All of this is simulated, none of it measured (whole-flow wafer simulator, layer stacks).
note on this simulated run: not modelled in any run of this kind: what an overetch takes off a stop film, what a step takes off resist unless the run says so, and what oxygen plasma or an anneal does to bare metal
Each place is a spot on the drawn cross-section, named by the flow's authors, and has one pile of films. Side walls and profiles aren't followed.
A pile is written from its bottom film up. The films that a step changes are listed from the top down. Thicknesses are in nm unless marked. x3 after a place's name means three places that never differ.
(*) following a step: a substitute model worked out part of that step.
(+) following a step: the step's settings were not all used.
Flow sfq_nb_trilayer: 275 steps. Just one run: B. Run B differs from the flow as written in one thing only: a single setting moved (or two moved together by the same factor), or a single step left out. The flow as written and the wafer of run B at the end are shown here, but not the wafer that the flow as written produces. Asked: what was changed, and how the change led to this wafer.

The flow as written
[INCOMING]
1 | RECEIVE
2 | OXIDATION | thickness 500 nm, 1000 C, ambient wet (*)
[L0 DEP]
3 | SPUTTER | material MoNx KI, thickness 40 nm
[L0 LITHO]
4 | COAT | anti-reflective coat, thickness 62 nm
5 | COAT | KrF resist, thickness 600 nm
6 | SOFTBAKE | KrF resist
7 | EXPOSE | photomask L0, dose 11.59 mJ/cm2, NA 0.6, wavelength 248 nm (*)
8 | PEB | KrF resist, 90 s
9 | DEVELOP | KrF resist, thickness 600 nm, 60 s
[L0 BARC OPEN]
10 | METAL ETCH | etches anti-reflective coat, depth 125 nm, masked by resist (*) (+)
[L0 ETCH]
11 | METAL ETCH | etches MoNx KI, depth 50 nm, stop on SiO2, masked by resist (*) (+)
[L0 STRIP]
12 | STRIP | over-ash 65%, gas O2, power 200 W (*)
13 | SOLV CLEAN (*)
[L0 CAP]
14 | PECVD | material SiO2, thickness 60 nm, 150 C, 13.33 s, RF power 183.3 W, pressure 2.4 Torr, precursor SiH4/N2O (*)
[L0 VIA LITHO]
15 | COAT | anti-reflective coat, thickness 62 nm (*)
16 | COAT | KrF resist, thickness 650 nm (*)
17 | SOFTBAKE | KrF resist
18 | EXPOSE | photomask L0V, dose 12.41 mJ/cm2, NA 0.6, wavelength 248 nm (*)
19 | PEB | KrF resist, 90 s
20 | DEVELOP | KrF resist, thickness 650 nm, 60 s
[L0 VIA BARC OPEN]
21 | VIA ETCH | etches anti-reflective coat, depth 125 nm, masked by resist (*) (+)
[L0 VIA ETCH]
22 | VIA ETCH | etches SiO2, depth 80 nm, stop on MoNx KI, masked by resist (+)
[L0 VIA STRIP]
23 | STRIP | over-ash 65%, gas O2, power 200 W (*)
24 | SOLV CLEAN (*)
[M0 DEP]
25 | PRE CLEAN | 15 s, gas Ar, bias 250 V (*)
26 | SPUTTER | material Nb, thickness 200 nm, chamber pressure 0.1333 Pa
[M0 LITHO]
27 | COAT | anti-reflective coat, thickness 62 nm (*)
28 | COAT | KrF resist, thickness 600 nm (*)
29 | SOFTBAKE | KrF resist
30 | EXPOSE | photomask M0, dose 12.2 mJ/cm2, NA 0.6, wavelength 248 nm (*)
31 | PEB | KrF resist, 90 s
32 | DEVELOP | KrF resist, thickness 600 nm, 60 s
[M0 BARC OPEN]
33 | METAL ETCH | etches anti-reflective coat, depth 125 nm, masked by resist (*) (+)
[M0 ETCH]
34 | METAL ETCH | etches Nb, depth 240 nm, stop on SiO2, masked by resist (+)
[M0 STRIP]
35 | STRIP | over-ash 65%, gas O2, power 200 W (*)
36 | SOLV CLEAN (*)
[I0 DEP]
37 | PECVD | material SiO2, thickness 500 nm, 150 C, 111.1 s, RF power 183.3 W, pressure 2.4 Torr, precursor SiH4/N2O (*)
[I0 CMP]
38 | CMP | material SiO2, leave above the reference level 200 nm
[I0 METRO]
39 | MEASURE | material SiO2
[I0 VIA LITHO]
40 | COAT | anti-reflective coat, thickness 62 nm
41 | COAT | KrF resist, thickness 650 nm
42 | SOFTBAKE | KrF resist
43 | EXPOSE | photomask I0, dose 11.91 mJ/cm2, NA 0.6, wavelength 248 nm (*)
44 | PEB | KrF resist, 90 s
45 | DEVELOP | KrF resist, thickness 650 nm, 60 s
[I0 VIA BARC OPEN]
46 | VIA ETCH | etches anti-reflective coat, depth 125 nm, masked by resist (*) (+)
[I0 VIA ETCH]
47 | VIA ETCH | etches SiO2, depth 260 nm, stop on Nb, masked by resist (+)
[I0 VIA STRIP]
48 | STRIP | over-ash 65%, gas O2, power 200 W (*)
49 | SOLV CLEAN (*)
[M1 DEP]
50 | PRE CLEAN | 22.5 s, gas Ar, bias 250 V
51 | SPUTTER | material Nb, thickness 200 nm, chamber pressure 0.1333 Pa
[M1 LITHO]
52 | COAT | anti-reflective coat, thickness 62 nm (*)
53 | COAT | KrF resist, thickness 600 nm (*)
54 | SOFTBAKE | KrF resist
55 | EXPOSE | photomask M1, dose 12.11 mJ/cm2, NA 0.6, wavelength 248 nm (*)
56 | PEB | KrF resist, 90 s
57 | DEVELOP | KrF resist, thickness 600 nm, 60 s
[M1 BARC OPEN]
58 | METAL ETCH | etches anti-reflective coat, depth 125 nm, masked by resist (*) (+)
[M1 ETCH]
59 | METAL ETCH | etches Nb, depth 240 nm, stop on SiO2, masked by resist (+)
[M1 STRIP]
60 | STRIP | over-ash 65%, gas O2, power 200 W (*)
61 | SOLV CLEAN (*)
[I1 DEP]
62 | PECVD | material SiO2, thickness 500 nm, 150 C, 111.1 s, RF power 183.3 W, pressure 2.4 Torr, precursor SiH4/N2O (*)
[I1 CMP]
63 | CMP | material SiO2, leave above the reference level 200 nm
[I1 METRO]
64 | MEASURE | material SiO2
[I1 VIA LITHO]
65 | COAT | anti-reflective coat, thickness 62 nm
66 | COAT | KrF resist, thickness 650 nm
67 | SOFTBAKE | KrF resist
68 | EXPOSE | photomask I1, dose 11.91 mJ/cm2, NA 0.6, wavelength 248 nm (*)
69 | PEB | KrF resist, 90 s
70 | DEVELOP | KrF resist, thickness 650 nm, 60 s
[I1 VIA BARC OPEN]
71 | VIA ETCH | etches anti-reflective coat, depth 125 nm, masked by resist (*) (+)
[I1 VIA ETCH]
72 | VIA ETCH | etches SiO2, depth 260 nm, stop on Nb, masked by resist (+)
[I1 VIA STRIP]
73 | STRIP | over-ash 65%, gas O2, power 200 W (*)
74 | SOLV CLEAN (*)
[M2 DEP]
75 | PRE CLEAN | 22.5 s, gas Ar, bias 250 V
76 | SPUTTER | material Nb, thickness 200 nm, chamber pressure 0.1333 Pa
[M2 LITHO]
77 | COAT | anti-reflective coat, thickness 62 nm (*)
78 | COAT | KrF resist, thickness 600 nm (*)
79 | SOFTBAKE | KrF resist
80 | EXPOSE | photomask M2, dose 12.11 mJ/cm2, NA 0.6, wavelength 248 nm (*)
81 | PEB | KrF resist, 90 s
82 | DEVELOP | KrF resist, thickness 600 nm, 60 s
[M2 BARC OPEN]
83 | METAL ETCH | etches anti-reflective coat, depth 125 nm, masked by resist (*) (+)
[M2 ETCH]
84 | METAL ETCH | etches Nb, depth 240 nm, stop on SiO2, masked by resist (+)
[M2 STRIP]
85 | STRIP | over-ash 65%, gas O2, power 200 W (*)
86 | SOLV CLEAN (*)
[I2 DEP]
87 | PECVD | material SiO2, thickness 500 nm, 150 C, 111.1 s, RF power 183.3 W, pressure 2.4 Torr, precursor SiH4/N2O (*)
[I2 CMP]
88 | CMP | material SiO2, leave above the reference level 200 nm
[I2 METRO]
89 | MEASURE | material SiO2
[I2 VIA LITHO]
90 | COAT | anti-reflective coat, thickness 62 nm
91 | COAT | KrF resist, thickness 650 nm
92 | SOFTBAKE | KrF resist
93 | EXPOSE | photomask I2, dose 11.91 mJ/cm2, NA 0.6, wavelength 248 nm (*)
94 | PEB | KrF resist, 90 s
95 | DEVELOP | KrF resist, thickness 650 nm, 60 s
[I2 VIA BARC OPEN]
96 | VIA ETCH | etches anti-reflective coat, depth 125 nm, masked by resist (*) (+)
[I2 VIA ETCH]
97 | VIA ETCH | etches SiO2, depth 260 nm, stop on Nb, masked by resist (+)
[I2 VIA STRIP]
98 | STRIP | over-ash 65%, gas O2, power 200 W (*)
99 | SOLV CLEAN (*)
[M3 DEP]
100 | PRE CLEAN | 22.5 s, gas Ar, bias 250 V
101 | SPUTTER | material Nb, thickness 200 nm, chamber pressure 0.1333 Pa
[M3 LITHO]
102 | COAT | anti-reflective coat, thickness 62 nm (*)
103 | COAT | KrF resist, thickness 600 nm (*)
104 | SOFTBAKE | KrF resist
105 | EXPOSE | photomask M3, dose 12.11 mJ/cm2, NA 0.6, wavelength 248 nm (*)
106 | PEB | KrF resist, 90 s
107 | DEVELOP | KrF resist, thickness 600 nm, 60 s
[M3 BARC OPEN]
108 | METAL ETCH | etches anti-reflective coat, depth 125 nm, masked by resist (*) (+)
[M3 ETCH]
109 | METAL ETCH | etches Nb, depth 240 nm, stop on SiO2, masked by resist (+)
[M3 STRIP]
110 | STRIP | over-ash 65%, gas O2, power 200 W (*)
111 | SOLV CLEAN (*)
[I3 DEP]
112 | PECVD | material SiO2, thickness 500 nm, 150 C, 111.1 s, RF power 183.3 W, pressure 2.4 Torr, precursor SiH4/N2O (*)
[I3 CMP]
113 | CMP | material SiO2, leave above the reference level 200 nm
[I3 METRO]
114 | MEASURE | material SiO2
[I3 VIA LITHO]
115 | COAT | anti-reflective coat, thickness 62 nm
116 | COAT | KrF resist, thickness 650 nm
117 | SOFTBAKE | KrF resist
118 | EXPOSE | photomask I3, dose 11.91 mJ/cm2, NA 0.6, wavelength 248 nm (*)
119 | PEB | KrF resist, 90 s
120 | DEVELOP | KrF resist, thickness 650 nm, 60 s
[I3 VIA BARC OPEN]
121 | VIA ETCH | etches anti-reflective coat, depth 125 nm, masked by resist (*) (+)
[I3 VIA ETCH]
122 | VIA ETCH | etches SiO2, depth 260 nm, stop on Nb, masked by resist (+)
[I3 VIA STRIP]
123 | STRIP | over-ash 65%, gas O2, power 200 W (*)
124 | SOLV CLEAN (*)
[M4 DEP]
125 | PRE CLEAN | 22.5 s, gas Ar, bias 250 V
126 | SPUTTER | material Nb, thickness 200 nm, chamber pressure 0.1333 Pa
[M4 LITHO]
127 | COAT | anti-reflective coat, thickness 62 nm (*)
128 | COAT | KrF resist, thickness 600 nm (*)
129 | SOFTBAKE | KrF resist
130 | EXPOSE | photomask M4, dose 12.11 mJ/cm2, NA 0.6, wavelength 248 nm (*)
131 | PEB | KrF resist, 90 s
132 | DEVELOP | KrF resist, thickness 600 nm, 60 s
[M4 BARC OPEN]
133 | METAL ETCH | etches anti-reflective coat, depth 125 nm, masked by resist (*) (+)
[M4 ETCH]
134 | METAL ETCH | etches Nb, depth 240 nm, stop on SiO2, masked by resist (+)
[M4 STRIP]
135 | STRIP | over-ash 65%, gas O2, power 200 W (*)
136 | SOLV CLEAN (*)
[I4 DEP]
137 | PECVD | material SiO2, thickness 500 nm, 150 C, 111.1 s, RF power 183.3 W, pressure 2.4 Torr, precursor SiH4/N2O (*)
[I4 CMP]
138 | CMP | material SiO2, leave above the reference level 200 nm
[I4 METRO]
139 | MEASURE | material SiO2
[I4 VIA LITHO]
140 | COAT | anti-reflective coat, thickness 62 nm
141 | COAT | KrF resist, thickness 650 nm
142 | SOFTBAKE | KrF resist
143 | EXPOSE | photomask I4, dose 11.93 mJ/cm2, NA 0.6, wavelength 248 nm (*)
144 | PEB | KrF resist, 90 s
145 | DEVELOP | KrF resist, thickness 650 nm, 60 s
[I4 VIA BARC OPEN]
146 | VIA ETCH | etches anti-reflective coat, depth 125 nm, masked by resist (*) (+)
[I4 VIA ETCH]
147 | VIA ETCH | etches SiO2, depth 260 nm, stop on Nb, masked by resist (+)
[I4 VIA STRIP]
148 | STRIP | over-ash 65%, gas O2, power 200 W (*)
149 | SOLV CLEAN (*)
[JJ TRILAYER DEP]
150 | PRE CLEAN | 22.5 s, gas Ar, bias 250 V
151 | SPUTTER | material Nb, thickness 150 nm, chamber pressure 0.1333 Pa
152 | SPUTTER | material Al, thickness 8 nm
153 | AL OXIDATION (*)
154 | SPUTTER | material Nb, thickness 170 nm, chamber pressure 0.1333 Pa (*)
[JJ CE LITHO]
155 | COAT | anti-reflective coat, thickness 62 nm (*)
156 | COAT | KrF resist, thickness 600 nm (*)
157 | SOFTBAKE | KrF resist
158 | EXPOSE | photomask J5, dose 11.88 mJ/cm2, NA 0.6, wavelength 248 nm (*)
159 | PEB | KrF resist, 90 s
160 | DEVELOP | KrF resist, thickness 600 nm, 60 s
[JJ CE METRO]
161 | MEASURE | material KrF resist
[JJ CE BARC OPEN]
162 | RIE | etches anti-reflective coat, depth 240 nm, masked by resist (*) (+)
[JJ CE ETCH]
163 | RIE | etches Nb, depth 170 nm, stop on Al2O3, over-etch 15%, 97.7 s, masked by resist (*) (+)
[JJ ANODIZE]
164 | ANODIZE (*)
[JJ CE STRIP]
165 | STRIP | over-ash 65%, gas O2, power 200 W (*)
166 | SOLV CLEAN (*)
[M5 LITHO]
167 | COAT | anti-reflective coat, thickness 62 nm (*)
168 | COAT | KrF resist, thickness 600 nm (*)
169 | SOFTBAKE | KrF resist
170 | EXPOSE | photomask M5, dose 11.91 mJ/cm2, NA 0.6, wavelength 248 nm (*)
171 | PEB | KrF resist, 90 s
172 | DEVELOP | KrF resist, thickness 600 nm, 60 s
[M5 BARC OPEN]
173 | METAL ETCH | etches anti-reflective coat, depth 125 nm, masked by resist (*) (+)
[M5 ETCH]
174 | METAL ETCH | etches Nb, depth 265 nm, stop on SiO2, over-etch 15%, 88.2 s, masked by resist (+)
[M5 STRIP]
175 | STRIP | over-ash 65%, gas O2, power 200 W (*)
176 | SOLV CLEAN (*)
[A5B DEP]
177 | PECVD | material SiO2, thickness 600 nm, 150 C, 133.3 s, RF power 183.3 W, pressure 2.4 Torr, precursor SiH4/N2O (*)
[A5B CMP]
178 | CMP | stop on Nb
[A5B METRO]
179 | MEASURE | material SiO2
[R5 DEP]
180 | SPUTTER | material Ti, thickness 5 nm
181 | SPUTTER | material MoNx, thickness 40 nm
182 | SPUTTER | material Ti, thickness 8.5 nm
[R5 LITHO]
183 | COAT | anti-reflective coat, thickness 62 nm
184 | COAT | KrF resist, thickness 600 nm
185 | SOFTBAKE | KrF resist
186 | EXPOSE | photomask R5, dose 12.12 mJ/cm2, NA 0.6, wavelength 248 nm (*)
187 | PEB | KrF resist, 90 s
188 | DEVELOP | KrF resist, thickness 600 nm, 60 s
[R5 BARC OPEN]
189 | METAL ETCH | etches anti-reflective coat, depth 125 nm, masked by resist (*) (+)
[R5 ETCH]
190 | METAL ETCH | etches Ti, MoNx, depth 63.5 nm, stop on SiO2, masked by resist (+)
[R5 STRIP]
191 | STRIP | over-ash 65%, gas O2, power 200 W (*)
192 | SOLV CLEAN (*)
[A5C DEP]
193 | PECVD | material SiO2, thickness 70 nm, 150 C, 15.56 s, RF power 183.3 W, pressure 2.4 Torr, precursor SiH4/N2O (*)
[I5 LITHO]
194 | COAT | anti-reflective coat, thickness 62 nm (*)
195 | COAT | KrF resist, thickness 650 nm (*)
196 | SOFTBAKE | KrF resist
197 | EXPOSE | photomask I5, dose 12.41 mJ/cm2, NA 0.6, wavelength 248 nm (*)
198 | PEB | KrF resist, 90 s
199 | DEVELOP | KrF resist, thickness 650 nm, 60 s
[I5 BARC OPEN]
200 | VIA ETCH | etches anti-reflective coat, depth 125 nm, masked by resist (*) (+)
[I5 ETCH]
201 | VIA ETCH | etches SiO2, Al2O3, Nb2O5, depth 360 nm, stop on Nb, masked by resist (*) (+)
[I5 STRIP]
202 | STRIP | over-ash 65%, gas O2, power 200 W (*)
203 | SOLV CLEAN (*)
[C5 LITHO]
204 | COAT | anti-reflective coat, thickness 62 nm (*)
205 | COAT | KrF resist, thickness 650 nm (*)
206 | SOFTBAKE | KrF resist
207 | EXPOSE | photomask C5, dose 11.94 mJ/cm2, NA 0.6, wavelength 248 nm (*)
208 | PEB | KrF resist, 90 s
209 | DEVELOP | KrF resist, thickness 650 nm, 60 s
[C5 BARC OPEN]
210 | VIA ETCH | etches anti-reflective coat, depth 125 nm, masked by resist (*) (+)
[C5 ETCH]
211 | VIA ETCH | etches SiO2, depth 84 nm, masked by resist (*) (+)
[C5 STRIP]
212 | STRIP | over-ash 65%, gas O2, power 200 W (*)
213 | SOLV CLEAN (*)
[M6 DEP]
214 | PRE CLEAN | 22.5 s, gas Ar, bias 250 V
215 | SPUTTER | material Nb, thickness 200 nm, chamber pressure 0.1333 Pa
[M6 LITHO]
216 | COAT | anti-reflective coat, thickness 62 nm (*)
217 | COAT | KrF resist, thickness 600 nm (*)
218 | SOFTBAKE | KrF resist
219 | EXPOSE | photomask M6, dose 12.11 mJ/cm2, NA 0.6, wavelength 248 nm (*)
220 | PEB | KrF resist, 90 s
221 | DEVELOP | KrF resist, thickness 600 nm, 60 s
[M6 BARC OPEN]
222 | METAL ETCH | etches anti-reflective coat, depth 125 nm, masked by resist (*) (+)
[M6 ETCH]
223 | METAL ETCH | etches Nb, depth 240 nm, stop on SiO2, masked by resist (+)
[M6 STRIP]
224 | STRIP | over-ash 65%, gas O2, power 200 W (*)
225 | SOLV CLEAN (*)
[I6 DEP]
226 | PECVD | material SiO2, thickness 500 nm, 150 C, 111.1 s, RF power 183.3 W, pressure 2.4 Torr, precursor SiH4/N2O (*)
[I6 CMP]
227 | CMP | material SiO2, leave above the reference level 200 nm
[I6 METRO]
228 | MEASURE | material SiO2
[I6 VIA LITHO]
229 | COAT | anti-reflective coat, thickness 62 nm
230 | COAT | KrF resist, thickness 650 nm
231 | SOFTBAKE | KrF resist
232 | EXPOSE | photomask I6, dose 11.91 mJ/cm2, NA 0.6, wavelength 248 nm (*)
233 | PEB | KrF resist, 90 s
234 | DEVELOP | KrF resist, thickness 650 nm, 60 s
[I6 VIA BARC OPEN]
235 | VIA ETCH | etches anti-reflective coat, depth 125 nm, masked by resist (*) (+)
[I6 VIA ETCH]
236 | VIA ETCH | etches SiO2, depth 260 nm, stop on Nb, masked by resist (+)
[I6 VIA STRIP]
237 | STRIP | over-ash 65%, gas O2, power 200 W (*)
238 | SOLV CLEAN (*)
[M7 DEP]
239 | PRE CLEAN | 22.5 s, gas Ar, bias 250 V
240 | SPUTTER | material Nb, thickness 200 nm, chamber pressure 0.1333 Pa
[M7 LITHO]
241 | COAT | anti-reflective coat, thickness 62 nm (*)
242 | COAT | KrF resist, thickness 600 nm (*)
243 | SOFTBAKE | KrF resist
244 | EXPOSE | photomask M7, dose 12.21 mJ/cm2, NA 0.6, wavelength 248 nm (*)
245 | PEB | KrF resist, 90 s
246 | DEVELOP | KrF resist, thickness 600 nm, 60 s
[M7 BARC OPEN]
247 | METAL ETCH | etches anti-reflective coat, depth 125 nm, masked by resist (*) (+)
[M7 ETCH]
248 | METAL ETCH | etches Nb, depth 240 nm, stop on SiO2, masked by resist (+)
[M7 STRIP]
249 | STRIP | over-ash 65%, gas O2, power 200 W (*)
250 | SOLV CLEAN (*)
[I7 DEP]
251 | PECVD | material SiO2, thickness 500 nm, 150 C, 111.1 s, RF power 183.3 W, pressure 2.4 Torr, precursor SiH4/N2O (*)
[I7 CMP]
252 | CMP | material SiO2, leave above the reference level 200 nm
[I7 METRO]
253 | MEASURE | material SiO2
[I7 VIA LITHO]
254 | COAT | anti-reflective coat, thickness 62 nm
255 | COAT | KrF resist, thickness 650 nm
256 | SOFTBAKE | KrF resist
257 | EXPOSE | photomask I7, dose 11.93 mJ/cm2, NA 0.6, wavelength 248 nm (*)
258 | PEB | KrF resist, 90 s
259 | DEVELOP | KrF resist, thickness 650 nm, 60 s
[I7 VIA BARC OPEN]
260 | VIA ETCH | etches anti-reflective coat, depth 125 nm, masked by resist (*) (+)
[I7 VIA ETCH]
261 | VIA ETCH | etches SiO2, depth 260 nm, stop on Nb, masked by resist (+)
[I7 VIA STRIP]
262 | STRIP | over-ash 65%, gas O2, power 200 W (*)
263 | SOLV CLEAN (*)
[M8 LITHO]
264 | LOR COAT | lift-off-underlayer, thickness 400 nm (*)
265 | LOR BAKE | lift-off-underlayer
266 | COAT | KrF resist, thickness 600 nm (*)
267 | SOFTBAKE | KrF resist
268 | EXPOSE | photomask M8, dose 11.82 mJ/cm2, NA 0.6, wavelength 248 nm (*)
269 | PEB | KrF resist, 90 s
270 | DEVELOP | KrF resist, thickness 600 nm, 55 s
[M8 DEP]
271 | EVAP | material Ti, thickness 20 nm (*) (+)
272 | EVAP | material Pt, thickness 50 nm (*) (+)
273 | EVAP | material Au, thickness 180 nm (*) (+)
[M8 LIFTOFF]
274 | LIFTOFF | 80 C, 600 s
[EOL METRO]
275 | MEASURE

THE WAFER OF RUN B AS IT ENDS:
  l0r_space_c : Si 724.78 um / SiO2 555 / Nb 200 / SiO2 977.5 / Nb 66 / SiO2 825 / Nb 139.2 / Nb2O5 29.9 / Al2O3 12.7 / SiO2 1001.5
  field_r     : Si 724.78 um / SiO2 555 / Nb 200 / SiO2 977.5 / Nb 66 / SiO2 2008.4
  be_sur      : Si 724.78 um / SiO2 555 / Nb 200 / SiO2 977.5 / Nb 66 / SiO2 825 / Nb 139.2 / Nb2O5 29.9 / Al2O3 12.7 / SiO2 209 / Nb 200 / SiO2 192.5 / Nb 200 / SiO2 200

What caused this: step 101, SPUTTER: thickness 306 nm was run, whereas the flow has thickness 200 nm.

How this came from the change, step by step:
  101 | SPUTTER | material Nb, thickness 200 nm, chamber pressure 0.1333 Pa
      field_l, v_sur, via_wl and 102 more: +306 Nb (new film) (it would be, as written: +200 Nb (new film))
      via_w: +254.9 Nb (it would be, as written: +165.5 Nb)
  102 | COAT | anti-reflective coat, thickness 62 nm (*)
      via_w: +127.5 anti-reflective coat (new film) (it would be, as written: +124.8 anti-reflective coat (new film))
  109 | METAL ETCH | etches Nb, depth 240 nm, stop on SiO2, masked by resist (+)
      field_l, be, be_sur and 72 more: -240 Nb (it would be, as written: -200 Nb (all of it))
  110 | STRIP | over-ash 65%, gas O2, power 200 W (*)
      via_w: -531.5 KrF resist (all of it), -127.5 anti-reflective coat (all of it) (it would be, as written: -520 KrF resist (all of it), -124.8 anti-reflective coat (all of it))
  112 | PECVD | material SiO2, thickness 500 nm, 150 C, 111.1 s, RF power 183.3 W, pressure 2.4 Torr, precursor SiH4/N2O (*)
      field_l, be, be_sur and 64 more: +500 SiO2 (new film) (it would be, as written: +500 SiO2)
      p4_g1, p4_g2, p3_s0, p3_s1, p3_s2, p3_s3, p3_s4, p3_s5: +597.1 SiO2 (new film) (it would be, as written: +557.1 SiO2)
  113 | CMP | material SiO2, leave above the reference level 200 nm
      field_l, be, be_sur and 64 more: -60 SiO2 (it would be, as written: -100 SiO2)
      via_w: -157.1 SiO2 (it would be, as written: -181.6 SiO2)
If metal films that touch count as one body, l0r_space_c has 3 bodies (between them, from the top down: SiO2 825; SiO2 977.5); the flow as written gives 2 bodies (between them, from the top down: SiO2 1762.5).
If metal films that touch count as one body, field_r has 2 bodies (between them, from the top down: SiO2 977.5); the flow as written gives 1 body.
If metal films that touch count as one body, be_sur has 5 bodies (between them, from the top down: SiO2 192.5; SiO2 209 / Al2O3 12.7 / Nb2O5 29.9; SiO2 825; SiO2 977.5); the flow as written gives 4 bodies (between them, from the top down: SiO2 192.5; SiO2 209 / Al2O3 12.7 / Nb2O5 29.9; SiO2 1762.5).
